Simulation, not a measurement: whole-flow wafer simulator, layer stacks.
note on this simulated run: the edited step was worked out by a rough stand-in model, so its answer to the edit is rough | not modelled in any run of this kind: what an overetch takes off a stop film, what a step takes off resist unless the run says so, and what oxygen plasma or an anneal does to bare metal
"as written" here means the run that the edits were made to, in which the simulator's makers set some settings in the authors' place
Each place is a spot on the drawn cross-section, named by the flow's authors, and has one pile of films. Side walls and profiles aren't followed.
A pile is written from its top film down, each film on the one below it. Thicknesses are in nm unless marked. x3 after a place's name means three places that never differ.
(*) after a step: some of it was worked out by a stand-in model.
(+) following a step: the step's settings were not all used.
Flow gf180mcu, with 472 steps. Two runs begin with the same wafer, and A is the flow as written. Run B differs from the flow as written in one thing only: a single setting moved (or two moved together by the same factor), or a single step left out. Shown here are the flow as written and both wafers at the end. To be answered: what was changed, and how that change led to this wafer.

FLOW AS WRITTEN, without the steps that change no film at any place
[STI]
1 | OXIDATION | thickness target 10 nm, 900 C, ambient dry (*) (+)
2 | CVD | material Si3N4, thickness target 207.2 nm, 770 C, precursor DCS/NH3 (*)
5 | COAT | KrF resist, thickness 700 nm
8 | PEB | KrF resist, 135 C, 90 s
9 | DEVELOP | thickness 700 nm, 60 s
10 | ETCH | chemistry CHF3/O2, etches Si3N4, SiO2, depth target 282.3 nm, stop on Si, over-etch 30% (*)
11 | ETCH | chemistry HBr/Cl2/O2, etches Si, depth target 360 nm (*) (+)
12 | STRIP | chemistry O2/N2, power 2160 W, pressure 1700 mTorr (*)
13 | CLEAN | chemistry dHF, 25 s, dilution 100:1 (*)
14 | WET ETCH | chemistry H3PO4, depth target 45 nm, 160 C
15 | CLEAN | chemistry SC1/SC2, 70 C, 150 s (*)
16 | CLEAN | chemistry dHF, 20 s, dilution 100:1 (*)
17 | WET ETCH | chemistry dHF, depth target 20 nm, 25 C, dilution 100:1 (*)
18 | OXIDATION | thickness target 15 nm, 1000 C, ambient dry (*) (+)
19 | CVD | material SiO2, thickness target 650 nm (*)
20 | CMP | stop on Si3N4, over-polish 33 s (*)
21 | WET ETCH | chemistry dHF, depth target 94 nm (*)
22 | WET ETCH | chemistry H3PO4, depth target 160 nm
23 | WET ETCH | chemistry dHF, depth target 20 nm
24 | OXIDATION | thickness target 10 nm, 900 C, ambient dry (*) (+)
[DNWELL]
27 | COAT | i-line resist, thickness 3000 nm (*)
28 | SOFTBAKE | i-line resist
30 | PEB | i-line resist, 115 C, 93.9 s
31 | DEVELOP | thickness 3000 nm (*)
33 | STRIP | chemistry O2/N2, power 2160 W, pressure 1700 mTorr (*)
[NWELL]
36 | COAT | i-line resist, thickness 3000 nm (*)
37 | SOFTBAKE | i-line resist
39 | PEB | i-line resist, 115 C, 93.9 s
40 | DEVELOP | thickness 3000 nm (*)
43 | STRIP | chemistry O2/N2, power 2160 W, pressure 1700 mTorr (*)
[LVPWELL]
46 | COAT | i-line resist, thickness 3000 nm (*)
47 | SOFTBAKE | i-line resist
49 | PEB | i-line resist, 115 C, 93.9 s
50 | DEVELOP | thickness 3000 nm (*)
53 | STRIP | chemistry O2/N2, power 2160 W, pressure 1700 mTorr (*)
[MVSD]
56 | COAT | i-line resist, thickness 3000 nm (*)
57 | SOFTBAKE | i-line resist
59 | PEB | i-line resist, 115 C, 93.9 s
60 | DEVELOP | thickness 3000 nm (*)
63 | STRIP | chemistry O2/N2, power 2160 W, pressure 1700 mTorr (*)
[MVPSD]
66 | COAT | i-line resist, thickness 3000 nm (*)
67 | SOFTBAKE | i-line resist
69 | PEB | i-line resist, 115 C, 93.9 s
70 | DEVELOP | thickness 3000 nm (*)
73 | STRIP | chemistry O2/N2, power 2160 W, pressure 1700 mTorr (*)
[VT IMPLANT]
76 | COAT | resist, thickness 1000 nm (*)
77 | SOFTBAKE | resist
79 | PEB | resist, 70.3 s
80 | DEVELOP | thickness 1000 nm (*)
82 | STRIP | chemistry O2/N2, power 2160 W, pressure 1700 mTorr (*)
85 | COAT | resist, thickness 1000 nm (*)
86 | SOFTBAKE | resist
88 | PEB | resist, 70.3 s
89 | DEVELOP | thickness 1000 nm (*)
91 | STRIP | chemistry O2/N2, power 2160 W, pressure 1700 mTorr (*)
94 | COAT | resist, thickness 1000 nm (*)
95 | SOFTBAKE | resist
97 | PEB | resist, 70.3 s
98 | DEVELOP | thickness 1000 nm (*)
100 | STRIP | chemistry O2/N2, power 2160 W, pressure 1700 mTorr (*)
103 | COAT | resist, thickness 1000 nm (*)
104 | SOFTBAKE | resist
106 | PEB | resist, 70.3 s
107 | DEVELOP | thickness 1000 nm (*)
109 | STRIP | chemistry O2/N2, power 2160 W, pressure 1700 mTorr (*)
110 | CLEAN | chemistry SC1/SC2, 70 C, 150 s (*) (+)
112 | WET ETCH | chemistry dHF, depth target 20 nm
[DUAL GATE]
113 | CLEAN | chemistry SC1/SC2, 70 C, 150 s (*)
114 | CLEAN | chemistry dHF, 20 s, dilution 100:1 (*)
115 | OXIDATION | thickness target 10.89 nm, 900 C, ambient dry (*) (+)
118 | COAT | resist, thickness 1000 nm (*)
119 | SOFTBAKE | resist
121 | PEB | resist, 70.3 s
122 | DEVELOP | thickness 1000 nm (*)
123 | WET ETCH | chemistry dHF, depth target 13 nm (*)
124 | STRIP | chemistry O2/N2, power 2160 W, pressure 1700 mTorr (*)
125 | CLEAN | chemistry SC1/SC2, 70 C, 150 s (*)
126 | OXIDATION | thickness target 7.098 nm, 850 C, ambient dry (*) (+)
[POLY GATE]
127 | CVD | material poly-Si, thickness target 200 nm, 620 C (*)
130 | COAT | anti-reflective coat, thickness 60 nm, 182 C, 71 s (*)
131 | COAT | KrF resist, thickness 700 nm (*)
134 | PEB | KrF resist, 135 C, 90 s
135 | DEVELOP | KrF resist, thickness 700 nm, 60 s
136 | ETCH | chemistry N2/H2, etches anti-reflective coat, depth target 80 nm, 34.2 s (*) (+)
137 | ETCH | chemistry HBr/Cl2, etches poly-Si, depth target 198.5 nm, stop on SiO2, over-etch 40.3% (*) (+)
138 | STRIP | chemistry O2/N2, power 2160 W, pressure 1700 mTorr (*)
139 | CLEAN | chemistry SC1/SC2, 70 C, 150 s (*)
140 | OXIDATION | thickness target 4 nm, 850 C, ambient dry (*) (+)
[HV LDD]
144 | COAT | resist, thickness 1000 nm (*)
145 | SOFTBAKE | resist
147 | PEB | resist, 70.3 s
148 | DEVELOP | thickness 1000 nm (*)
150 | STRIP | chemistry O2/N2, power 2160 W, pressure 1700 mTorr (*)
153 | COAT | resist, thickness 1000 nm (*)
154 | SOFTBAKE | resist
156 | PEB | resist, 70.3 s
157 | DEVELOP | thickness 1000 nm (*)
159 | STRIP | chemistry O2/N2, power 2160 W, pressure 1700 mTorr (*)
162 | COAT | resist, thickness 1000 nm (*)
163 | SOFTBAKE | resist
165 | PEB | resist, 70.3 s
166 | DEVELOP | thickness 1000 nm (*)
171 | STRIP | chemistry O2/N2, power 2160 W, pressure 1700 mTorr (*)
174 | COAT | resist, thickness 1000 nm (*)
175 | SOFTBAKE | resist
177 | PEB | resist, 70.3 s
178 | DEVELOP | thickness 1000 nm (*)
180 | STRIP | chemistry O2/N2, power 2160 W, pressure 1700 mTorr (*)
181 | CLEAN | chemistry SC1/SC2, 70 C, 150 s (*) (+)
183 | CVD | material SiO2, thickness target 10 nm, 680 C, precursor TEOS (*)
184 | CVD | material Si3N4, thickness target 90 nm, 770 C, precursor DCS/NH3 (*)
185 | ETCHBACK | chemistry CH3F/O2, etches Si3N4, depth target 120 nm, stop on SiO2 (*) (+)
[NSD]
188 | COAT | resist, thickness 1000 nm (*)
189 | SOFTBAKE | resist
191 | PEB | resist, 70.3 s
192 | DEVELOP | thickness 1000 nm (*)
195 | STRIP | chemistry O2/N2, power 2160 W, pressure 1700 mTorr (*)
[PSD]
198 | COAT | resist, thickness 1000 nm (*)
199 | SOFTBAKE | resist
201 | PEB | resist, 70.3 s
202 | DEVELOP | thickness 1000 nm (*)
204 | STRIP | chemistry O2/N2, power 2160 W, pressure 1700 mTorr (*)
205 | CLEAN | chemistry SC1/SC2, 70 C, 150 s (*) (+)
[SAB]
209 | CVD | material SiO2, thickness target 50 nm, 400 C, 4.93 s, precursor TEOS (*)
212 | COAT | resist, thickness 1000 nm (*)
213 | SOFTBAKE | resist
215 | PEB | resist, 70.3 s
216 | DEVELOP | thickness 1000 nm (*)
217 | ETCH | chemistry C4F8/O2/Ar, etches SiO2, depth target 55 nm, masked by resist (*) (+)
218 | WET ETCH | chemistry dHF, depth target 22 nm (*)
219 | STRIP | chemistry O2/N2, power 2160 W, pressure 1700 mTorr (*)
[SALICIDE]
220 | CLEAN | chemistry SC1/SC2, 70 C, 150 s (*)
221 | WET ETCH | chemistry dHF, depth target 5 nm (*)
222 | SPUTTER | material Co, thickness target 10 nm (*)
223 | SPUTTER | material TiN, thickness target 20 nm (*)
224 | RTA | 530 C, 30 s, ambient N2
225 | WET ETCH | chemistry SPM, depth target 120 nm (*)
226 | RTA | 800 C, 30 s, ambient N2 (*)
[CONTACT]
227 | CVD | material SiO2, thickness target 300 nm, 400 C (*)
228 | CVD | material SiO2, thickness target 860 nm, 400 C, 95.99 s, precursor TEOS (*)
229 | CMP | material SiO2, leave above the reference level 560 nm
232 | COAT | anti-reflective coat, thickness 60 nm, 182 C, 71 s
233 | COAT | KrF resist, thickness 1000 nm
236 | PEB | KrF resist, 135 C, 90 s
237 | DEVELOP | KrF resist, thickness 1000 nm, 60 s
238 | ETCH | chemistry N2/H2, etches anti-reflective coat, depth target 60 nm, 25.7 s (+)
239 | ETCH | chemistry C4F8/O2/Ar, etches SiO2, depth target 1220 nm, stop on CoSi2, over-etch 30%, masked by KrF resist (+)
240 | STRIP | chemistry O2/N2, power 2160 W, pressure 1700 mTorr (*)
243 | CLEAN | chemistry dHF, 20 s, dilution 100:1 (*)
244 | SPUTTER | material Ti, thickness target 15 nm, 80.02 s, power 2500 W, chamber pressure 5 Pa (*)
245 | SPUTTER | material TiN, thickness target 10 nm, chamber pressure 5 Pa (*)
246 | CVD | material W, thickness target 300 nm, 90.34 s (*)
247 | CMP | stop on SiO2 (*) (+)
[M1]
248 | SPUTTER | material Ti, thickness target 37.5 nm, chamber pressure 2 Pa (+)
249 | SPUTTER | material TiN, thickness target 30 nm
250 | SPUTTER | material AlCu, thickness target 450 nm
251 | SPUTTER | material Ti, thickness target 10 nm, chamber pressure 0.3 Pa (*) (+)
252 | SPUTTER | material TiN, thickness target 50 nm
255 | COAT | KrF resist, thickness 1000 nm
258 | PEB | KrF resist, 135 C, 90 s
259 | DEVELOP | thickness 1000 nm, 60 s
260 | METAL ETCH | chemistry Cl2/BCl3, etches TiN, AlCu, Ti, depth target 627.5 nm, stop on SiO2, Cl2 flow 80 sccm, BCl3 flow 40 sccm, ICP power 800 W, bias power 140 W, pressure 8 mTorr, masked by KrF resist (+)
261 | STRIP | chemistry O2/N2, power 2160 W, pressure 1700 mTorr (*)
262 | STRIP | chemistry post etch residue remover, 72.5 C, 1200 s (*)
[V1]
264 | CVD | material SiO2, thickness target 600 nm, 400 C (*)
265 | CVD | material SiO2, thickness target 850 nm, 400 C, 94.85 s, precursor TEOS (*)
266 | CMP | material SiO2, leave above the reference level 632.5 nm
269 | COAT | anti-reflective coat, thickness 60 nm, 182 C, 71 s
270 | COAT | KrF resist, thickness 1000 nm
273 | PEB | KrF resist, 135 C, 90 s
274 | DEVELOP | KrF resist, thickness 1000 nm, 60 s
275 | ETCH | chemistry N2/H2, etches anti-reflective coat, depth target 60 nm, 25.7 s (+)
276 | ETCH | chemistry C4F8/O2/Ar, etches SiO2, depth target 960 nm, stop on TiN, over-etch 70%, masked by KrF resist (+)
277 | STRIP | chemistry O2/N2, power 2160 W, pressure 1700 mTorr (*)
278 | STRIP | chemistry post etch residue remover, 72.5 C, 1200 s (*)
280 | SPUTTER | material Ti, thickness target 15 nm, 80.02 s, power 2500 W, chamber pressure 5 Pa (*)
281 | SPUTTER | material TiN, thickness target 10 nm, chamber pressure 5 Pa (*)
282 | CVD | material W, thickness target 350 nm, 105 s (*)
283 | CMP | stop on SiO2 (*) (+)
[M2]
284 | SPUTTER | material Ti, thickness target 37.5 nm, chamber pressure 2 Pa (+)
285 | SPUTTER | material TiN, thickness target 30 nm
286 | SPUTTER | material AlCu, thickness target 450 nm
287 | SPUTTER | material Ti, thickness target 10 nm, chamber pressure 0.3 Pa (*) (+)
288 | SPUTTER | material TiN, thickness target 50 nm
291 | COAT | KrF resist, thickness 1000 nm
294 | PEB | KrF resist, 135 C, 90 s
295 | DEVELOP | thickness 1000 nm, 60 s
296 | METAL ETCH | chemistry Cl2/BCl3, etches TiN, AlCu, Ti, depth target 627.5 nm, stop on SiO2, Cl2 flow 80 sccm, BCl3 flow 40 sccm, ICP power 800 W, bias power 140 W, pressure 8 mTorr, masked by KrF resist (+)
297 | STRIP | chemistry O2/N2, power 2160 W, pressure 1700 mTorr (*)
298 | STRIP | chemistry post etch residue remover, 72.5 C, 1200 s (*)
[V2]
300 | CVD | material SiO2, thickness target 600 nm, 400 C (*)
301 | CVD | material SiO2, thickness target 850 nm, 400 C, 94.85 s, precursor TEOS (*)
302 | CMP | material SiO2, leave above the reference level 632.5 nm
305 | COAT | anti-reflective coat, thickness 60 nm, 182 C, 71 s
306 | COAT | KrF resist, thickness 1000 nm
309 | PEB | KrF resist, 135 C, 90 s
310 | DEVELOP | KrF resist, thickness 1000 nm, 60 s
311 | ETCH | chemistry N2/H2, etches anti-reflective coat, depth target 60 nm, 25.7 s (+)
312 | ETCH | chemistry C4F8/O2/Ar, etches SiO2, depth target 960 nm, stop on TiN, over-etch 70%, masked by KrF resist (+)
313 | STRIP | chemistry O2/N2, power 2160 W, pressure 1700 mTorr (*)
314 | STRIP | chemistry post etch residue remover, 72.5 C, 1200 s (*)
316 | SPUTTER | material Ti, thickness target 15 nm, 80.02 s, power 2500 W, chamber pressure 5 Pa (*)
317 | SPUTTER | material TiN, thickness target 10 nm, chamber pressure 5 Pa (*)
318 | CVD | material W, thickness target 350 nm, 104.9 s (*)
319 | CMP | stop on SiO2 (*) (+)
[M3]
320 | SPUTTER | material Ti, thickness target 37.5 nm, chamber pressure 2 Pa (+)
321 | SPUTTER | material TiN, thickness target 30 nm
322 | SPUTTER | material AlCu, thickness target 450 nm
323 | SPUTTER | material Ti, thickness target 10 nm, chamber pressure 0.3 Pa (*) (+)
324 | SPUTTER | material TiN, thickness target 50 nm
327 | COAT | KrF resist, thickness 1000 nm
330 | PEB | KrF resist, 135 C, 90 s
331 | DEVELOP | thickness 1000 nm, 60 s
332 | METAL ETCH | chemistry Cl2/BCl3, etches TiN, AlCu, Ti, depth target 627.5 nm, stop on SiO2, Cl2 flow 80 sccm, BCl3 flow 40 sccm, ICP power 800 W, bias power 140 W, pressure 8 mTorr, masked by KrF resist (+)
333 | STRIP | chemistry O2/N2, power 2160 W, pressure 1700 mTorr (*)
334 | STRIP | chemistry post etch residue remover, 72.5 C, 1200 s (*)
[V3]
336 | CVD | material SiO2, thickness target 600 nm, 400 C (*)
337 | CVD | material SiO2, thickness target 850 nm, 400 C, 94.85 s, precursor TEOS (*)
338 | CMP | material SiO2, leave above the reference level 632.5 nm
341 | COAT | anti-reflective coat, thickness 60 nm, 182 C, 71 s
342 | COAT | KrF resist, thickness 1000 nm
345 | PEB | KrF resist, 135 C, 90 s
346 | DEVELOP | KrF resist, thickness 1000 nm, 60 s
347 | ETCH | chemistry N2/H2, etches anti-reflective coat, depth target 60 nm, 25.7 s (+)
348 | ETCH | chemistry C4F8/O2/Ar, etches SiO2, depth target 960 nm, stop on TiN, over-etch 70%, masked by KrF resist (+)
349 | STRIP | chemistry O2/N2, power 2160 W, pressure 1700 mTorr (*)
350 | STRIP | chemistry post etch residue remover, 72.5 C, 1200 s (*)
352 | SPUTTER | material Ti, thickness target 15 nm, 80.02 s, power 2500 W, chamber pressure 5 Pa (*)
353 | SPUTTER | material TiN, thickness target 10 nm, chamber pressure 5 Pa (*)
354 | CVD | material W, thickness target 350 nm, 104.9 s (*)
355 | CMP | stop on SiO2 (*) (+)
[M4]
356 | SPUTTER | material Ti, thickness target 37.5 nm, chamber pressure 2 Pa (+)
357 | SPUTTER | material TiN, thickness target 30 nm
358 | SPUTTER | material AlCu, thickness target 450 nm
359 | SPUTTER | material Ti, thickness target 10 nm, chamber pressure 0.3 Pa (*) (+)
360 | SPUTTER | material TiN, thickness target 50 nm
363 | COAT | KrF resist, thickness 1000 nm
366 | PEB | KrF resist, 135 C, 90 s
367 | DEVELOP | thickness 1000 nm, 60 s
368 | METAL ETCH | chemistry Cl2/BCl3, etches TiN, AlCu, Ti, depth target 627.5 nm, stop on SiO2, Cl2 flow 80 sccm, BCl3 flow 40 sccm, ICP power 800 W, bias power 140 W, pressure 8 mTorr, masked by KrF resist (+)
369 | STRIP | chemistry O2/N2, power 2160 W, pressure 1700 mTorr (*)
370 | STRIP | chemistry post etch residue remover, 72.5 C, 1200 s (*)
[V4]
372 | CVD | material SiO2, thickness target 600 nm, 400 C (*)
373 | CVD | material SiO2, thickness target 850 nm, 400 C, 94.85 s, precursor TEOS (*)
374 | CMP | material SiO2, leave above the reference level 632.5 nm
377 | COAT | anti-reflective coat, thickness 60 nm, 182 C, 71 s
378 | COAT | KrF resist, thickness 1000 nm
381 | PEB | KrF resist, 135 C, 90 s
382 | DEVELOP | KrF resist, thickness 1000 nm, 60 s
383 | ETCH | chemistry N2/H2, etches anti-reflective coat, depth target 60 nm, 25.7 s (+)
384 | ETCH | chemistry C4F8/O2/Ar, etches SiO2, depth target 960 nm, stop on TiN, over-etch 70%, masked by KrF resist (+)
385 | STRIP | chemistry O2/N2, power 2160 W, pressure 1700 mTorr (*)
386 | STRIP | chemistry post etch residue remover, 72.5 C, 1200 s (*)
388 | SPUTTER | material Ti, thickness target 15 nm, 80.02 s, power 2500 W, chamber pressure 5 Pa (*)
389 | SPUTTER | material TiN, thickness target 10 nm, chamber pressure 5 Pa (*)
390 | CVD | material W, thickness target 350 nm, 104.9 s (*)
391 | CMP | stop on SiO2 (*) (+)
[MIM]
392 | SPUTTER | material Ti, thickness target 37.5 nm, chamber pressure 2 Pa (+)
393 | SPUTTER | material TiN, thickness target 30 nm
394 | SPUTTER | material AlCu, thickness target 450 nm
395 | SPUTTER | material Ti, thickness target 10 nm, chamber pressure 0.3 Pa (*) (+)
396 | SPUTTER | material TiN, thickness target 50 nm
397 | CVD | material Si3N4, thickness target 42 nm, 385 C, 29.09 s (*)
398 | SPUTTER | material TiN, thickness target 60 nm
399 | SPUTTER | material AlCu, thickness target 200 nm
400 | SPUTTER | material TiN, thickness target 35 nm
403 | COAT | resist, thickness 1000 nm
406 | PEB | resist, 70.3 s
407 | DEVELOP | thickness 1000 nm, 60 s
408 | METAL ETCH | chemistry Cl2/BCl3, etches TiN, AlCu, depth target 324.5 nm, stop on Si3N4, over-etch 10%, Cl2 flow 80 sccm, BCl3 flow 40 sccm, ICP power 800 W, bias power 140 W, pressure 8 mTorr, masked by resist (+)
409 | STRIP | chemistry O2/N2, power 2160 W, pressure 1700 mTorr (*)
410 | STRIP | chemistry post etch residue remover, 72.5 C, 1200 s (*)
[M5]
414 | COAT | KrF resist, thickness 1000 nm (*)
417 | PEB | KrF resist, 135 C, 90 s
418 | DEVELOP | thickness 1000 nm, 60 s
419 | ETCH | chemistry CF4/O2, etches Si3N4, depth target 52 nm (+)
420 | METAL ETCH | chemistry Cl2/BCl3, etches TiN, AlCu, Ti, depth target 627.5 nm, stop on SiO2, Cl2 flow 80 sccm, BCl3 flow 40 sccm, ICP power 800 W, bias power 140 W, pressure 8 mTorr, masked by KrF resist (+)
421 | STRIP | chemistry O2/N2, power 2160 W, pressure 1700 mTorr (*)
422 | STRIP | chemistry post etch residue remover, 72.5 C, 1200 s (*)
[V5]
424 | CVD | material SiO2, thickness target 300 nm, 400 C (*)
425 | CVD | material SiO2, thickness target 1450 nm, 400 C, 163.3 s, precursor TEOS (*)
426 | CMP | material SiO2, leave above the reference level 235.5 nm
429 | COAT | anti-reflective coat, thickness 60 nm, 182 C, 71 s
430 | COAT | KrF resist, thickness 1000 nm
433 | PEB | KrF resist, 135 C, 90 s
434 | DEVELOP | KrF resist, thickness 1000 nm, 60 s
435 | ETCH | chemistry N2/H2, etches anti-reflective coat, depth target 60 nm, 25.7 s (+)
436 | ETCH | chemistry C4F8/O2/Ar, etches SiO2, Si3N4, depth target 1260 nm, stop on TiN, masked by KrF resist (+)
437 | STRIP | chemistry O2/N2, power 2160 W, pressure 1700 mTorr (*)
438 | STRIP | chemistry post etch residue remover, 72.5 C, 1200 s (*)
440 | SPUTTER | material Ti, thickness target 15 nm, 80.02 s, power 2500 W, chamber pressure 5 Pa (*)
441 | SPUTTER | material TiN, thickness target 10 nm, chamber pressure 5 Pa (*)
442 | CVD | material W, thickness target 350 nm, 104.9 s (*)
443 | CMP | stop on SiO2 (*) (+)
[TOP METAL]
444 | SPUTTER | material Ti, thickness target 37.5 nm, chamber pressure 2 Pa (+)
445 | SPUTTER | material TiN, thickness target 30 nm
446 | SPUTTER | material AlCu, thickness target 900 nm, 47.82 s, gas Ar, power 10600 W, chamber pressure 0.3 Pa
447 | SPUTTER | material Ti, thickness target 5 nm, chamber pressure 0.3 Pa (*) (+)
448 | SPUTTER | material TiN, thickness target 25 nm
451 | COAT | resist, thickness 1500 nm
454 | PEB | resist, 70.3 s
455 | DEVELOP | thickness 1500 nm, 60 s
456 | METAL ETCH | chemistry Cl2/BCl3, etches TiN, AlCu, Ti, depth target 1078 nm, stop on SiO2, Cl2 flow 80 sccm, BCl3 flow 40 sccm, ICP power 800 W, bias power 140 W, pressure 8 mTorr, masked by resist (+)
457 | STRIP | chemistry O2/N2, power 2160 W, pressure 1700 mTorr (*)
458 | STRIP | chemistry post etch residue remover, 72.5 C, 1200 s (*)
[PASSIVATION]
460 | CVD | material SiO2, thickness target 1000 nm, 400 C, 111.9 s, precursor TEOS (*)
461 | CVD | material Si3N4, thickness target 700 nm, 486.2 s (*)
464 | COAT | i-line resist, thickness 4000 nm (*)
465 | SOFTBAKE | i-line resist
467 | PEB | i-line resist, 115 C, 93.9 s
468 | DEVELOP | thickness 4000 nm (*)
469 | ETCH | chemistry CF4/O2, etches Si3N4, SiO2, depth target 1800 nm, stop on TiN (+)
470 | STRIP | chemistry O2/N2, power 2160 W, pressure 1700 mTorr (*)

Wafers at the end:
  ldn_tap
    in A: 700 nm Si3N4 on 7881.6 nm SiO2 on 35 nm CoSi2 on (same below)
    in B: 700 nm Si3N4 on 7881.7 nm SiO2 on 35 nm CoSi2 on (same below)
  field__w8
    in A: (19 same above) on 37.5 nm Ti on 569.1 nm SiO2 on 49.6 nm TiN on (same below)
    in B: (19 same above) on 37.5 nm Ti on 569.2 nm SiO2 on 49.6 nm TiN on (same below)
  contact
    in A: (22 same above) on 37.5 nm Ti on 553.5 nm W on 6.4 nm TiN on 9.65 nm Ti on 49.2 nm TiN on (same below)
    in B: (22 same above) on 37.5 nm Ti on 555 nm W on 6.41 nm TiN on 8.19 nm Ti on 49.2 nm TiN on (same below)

What caused this: step 352, SPUTTER: 68.02 s was run, whereas the flow has 80.02 s.

Step by step, how the change led to this:
  352 | SPUTTER | material Ti, thickness target 15 nm, 80.02 s, power 2500 W, chamber pressure 5 Pa (*)
      field, field__w1, field__w2 and 107 more: A Ti gains 15 (new film) | B Ti gains 12.7 (new film)
      contact: A Ti gains 9.65 (new film) | B Ti gains 8.19 (new film)
  355 | CMP | stop on SiO2 (*) (+)
      field, field__w1, field__w2 and 107 more: A W loses 350 (all of it), TiN loses 10 (all of it), Ti loses 15 (all of it), SiO2 loses 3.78 | B W loses 350 (all of it), TiN loses 10 (all of it), Ti loses 12.7 (all of it), SiO2 loses 3.76
